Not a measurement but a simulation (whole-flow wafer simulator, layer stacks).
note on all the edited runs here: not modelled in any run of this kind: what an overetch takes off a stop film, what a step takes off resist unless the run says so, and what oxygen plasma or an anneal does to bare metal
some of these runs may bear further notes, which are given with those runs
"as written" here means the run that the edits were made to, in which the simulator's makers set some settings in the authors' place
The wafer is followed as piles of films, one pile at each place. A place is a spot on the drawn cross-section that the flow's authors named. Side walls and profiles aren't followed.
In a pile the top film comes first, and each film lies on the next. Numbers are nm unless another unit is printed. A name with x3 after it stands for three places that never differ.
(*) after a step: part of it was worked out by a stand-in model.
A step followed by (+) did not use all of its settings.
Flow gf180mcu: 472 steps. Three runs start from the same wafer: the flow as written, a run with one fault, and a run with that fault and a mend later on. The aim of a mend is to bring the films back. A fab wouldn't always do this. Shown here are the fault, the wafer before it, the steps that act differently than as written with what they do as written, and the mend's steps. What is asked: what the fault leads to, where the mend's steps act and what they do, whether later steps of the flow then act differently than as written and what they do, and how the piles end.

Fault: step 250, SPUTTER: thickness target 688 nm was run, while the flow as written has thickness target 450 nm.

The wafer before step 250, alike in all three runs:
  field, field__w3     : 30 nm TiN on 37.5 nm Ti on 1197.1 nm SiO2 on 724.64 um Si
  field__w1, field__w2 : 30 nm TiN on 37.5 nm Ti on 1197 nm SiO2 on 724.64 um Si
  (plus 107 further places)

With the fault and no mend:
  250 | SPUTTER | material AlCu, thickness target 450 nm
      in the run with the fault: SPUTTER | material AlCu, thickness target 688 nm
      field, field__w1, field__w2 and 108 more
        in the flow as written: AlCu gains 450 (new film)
        in the run with the fault: AlCu gains 688 (new film)
  Later steps of the flow acting differently than as written:
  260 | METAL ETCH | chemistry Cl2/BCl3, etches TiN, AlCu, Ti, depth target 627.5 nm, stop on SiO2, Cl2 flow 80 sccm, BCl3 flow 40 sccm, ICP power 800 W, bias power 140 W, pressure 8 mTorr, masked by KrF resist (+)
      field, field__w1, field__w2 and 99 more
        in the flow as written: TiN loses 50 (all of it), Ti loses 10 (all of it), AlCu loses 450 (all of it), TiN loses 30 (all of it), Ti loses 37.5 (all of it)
        in the run with the fault: TiN loses 50 (all of it), Ti loses 10 (all of it), AlCu loses 567.5
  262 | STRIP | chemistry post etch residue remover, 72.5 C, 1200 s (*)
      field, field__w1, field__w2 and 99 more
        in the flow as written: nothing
        in the run with the fault: AlCu loses 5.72
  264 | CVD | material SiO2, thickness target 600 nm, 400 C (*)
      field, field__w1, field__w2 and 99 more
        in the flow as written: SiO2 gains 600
        in the run with the fault: SiO2 gains 600 (new film)
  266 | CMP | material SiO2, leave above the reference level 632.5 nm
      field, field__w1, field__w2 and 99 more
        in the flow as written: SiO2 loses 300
        in the run with the fault: SiO2 loses 244.3
  By the end, the piles at field, field__w1, field__w2 and 109 more depart from the flow's by more than 2% or 0.5 nm, whichever is larger.
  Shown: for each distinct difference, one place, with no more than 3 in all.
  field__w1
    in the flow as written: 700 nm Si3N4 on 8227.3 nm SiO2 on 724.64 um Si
    in the run with the fault: 700 nm Si3N4 on 7086 nm SiO2 on 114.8 nm AlCu on 30 nm TiN on 37.5 nm Ti on 1197 nm SiO2 on 724.64 um Si
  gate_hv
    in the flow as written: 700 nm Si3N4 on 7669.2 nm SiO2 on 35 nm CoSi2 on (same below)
    in the run with the fault: 700 nm Si3N4 on 7086 nm SiO2 on 114.8 nm AlCu on 30 nm TiN on 37.5 nm Ti on 638.9 nm SiO2 on 35 nm CoSi2 on (same below)
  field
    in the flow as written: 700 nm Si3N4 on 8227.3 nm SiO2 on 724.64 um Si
    in the run with the fault: 700 nm Si3N4 on 7086 nm SiO2 on 114.8 nm AlCu on 30 nm TiN on 37.5 nm Ti on 1197.1 nm SiO2 on 724.64 um Si

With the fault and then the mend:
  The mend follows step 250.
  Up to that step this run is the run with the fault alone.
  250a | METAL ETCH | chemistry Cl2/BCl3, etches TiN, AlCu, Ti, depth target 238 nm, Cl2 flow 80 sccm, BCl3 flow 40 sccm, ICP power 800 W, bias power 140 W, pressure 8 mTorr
      field, field__w1, field__w2 and 108 more
        AlCu loses 238
  Every later step of the flow that is run acts as written at every place that is followed.
  By the end, the piles equal the flow's at every place that both follow.
